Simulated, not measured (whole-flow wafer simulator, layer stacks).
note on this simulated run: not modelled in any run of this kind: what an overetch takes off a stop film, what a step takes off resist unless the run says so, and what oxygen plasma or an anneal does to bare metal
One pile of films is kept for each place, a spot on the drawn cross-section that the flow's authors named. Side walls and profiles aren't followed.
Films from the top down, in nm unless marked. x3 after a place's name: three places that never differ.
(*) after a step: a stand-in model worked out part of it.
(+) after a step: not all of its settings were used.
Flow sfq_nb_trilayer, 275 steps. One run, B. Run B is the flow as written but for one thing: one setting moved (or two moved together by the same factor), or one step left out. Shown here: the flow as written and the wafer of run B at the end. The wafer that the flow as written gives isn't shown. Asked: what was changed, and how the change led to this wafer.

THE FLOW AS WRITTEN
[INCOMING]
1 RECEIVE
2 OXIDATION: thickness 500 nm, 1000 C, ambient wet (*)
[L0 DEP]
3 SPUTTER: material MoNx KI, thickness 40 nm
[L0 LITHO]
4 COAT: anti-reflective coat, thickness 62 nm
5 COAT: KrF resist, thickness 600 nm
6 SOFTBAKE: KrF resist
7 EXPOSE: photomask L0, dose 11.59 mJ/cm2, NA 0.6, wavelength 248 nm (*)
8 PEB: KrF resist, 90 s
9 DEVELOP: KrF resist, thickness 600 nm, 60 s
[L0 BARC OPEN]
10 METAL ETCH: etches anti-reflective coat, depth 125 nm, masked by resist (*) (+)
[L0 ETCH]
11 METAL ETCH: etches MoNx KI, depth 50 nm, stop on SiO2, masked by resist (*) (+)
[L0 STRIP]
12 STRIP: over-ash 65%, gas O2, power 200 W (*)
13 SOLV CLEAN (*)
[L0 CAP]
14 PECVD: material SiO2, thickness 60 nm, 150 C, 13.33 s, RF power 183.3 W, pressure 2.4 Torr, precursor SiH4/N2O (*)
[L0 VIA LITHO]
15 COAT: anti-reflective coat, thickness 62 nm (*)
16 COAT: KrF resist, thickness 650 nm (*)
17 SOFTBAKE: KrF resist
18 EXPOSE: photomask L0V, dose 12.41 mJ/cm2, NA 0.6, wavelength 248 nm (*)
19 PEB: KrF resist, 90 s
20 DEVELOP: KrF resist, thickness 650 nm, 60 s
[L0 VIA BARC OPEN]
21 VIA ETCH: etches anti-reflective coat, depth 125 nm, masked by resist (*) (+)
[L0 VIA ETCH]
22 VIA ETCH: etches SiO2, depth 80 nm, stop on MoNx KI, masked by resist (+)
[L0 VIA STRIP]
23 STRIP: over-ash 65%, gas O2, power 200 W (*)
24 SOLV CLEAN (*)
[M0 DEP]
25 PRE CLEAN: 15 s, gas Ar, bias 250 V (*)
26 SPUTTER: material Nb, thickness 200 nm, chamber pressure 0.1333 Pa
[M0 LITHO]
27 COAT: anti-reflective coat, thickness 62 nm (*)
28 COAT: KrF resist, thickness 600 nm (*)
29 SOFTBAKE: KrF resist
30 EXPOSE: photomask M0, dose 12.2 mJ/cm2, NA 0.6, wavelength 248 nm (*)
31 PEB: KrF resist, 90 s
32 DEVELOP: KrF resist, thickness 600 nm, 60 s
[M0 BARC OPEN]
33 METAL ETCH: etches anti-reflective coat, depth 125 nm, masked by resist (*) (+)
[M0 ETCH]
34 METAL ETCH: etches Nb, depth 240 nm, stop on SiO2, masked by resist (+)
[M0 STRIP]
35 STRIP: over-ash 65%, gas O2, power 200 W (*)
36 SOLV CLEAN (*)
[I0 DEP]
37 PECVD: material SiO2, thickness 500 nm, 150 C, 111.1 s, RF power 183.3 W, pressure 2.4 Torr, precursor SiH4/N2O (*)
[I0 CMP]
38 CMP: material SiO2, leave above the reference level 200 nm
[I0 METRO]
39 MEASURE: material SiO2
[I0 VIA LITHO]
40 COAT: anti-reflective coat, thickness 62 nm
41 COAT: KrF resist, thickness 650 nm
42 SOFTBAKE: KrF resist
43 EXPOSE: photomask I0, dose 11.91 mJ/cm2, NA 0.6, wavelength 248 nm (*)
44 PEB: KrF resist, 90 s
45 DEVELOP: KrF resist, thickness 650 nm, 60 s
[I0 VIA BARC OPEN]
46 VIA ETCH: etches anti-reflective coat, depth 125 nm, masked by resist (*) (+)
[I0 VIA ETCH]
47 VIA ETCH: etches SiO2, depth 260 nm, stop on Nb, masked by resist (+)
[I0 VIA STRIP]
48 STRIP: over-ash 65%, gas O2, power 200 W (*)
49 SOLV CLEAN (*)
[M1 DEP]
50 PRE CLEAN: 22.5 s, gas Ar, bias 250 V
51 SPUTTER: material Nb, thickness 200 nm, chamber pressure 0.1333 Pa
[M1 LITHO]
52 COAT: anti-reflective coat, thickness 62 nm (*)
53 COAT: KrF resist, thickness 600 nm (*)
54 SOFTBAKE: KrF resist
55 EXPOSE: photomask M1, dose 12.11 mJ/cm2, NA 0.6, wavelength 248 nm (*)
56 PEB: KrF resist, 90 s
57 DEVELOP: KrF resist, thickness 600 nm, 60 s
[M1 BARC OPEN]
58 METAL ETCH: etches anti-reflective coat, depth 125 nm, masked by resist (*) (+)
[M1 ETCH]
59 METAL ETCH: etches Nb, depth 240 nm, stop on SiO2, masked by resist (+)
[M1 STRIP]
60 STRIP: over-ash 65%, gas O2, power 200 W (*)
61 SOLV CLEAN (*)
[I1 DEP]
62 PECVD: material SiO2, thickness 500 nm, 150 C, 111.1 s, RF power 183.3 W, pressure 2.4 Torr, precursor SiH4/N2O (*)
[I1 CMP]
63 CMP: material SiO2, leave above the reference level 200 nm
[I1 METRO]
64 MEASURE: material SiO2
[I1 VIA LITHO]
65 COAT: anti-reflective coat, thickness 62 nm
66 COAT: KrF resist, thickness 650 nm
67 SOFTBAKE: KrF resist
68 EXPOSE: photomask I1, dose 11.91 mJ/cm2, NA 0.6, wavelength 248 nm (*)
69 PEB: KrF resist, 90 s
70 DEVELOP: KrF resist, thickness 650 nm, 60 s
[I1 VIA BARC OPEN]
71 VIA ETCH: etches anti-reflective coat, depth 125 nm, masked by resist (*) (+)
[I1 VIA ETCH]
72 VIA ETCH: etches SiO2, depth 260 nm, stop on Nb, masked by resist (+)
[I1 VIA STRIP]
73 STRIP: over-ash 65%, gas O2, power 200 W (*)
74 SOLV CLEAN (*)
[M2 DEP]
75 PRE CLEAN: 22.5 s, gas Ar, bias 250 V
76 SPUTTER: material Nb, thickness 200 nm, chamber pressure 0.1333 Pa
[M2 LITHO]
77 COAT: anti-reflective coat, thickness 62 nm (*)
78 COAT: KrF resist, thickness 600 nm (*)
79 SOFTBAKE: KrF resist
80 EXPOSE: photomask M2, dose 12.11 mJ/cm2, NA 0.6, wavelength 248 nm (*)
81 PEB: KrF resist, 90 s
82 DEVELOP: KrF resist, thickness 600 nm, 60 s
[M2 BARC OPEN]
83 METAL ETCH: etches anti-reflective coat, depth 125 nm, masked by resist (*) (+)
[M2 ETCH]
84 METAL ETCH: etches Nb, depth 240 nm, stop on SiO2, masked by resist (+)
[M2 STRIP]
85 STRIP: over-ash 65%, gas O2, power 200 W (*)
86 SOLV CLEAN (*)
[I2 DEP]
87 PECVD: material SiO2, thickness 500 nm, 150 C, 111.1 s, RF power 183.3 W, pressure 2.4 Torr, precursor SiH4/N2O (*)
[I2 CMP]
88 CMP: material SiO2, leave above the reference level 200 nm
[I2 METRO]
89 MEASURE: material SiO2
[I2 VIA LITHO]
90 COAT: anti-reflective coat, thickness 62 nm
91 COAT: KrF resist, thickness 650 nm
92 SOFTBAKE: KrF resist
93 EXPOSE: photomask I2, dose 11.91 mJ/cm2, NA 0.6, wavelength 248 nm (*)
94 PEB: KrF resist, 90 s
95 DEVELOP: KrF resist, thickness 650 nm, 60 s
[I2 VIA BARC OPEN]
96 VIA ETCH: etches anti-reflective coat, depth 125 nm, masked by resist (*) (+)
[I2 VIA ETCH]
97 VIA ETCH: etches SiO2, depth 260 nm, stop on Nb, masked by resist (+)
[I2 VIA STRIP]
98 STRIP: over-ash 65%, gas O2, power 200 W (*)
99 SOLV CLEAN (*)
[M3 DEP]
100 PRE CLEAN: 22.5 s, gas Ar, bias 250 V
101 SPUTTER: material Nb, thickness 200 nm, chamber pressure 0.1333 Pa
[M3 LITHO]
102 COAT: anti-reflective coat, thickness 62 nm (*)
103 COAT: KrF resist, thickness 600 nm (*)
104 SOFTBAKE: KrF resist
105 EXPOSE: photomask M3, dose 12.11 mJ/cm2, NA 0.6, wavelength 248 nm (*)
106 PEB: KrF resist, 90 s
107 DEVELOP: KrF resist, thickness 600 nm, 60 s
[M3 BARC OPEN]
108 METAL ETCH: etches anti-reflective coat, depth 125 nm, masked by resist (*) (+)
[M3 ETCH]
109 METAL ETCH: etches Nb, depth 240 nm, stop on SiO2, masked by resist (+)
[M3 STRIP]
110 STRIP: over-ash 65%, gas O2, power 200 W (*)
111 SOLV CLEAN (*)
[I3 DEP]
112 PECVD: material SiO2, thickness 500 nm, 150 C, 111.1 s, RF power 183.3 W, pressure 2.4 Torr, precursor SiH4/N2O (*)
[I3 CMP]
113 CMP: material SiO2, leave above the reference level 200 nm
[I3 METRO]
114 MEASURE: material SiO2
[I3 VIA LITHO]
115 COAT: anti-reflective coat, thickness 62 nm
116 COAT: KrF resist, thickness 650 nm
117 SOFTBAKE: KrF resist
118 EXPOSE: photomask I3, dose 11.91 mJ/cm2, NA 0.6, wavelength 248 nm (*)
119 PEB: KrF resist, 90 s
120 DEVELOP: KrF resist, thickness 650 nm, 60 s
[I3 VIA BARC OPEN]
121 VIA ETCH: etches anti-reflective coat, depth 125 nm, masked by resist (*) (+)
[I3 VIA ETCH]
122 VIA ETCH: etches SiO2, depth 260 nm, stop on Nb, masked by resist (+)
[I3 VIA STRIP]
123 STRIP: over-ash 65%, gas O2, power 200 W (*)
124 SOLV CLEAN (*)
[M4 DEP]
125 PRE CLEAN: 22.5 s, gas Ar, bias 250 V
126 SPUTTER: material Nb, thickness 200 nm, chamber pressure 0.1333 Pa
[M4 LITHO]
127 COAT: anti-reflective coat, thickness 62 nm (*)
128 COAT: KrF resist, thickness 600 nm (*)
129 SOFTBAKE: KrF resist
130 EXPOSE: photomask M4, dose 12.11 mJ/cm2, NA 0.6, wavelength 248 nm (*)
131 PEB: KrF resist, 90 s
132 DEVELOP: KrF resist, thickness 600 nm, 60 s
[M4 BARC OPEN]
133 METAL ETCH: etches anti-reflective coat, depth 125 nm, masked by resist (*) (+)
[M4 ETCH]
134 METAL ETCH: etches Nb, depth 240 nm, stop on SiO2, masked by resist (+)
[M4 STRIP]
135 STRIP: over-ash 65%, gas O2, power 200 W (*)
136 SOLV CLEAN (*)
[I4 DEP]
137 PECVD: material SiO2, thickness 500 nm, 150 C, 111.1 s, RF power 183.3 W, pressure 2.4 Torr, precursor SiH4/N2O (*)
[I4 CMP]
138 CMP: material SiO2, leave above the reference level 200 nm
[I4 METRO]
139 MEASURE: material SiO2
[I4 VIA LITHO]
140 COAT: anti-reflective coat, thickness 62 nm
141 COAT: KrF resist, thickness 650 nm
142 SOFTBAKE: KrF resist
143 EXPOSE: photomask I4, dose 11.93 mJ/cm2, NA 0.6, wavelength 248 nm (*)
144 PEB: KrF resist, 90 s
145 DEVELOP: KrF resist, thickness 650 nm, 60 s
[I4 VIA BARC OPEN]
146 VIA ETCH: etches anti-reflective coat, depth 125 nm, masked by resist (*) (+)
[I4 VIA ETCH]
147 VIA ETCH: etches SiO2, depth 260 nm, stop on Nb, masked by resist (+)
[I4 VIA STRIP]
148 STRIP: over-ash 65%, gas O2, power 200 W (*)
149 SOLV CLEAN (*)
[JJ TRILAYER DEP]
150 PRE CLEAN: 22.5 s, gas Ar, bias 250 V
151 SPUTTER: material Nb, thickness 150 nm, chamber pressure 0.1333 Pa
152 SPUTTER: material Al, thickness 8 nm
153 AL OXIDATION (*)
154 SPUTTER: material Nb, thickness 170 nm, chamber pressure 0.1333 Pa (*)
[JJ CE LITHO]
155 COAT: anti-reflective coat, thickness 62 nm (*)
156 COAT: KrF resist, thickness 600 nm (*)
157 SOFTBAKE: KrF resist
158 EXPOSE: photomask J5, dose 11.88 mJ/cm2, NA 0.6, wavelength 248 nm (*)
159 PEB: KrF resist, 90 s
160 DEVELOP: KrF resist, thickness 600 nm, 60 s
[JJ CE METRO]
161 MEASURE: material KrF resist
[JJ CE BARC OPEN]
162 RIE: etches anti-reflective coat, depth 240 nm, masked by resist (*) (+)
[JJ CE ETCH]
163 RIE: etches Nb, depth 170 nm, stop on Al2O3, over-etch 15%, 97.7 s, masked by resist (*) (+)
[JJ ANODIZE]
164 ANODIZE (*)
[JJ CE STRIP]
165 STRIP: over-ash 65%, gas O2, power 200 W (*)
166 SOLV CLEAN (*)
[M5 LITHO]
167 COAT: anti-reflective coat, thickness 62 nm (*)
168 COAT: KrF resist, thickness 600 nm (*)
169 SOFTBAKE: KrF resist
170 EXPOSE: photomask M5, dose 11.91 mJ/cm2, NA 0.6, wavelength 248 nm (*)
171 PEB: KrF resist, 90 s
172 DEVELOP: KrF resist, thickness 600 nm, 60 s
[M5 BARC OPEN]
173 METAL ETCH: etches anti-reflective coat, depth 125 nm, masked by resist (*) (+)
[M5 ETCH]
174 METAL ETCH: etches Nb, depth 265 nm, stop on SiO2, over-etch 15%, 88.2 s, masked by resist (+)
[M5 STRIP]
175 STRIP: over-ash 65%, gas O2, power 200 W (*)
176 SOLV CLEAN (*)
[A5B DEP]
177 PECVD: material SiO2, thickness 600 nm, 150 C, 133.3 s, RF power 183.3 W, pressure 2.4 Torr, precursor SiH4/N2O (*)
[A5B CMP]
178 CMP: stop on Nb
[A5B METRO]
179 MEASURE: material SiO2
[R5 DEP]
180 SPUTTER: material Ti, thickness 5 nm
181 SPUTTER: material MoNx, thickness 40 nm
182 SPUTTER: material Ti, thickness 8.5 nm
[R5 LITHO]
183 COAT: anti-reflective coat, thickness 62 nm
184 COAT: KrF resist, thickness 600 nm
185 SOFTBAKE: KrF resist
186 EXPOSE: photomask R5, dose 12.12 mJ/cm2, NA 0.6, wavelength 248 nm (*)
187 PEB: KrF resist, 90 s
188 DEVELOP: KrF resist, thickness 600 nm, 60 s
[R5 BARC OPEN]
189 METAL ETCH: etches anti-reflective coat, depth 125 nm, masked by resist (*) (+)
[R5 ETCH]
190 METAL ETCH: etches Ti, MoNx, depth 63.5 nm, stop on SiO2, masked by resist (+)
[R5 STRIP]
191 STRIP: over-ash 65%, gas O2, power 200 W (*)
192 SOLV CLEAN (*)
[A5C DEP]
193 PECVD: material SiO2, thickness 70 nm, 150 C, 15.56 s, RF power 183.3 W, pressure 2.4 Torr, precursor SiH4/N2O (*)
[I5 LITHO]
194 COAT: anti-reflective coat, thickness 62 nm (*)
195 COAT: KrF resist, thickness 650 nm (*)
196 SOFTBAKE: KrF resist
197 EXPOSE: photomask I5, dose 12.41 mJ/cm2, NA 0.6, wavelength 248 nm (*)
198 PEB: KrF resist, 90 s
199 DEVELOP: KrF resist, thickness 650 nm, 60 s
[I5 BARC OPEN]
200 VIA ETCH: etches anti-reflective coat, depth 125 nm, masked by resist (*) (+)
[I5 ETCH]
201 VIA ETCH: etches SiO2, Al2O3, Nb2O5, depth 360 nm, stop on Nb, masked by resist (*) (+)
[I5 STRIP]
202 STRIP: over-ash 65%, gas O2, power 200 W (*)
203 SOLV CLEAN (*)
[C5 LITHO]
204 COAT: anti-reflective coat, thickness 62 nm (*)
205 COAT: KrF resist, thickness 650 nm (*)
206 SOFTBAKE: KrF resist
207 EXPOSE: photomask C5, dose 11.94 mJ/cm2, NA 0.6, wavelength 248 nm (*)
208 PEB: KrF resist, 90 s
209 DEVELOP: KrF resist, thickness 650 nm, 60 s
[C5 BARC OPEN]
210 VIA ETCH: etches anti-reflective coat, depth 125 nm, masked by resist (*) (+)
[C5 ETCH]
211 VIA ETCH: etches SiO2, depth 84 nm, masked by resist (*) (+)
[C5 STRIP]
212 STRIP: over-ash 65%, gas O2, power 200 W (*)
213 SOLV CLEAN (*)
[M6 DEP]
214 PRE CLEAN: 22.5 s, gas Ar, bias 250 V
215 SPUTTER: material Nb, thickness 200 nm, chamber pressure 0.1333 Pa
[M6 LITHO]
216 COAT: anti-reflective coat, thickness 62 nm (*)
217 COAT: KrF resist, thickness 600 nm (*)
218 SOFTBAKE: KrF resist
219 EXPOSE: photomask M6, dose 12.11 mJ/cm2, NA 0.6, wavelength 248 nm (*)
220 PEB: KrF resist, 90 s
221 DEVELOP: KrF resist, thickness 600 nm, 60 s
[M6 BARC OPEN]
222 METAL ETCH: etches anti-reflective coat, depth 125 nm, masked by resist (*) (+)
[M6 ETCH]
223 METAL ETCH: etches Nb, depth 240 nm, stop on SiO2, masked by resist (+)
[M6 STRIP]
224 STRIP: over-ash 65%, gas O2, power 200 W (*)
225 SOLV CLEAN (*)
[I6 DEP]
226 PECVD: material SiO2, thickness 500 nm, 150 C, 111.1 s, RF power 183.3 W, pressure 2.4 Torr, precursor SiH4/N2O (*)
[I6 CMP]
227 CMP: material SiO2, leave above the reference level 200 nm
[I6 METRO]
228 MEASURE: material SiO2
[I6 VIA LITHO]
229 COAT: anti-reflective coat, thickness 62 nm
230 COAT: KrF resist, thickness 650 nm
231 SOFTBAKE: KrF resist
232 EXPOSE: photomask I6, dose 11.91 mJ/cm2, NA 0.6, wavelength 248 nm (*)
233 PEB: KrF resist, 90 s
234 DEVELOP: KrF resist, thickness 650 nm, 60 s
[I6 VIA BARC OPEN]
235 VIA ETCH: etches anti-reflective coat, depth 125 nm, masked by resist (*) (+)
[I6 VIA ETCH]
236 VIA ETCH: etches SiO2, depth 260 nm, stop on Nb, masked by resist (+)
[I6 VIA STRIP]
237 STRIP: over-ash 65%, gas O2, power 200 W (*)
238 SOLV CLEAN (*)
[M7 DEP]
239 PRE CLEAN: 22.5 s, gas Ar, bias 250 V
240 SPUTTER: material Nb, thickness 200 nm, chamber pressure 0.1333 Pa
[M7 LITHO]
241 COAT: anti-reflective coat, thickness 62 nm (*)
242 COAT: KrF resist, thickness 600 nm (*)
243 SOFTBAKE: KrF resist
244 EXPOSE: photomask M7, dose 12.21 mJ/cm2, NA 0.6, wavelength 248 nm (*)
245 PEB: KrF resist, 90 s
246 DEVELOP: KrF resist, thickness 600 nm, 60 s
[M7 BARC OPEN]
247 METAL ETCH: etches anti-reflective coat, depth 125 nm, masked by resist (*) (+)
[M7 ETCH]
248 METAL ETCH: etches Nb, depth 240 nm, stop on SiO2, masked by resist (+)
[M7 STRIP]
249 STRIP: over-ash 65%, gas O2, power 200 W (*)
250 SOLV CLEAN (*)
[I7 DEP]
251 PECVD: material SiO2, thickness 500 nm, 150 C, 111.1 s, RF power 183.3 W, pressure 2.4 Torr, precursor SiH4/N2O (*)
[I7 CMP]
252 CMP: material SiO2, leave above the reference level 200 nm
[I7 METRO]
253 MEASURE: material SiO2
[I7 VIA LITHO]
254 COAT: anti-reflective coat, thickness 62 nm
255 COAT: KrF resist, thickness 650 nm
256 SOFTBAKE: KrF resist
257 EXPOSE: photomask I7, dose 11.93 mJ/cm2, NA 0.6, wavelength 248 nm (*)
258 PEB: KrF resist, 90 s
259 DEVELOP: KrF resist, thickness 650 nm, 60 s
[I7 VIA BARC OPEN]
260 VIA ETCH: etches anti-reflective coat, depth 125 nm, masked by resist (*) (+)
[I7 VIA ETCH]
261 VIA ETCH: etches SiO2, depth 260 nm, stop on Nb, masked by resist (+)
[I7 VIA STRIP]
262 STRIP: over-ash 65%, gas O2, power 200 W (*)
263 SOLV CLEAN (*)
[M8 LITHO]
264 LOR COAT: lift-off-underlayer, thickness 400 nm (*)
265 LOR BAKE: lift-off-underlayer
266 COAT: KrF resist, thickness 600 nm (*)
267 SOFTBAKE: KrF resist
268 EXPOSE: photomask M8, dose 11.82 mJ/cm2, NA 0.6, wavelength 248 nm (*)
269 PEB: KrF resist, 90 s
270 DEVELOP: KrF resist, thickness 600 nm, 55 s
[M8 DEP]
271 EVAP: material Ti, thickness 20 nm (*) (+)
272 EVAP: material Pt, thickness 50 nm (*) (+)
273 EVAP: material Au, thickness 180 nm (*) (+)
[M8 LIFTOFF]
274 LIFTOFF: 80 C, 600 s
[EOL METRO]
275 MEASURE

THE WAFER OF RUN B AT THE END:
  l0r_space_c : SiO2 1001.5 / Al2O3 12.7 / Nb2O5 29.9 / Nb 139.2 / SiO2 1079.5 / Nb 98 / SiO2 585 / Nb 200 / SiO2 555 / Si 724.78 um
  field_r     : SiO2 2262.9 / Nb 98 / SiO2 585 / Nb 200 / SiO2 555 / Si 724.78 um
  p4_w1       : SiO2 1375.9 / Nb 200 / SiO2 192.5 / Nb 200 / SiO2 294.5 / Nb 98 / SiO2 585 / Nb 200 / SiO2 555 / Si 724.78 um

The cause: step 84, METAL ETCH: depth 102 nm was run, where the flow has depth 240 nm.

How the change led to this, step by step:
  84 METAL ETCH: etches Nb, depth 240 nm, stop on SiO2, masked by resist (+)
      field_l, be, be_sur and 81 more: Nb -102 (as written it would be: Nb -200 (all of it))
      v_sur, via_wl, via_w and 19 more: KrF resist -60 (as written it would be: KrF resist -141.2)
  85 STRIP: over-ash 65%, gas O2, power 200 W (*)
      wl_j_sl, wl_jj, wl_j_sr and 12 more: KrF resist -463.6 (all of it), anti-reflective coat -62 (all of it) (as written it would be: KrF resist -382.4 (all of it), anti-reflective coat -62 (all of it))
      v_sur: KrF resist -461.2 (all of it), anti-reflective coat -61.4 (all of it) (as written it would be: KrF resist -380 (all of it), anti-reflective coat -61.4 (all of it))
      (and at 6 more places)
  87 PECVD: material SiO2, thickness 500 nm, 150 C, 111.1 s, RF power 183.3 W, pressure 2.4 Torr, precursor SiH4/N2O (*)
      field_l, be, be_sur and 81 more: SiO2 +500 (new film) (as written it would be: SiO2 +500)
  88 CMP: material SiO2, leave above the reference level 200 nm
      field_l, be, be_sur and 81 more: SiO2 -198 (as written it would be: SiO2 -100)
Counting metal films that touch as one body, l0r_space_c has 3 bodies (between them, from the top down: SiO2 1079.5; SiO2 585); the flow as written gives 2 bodies (between them, from the top down: SiO2 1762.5).
Counting metal films that touch as one body, field_r has 2 bodies (between them, from the top down: SiO2 585); the flow as written gives 1 body.
Counting metal films that touch as one body, p4_w1 has 4 bodies (between them, from the top down: SiO2 192.5; SiO2 294.5; SiO2 585); the flow as written gives 3 bodies (between them, from the top down: SiO2 192.5; SiO2 977.5).
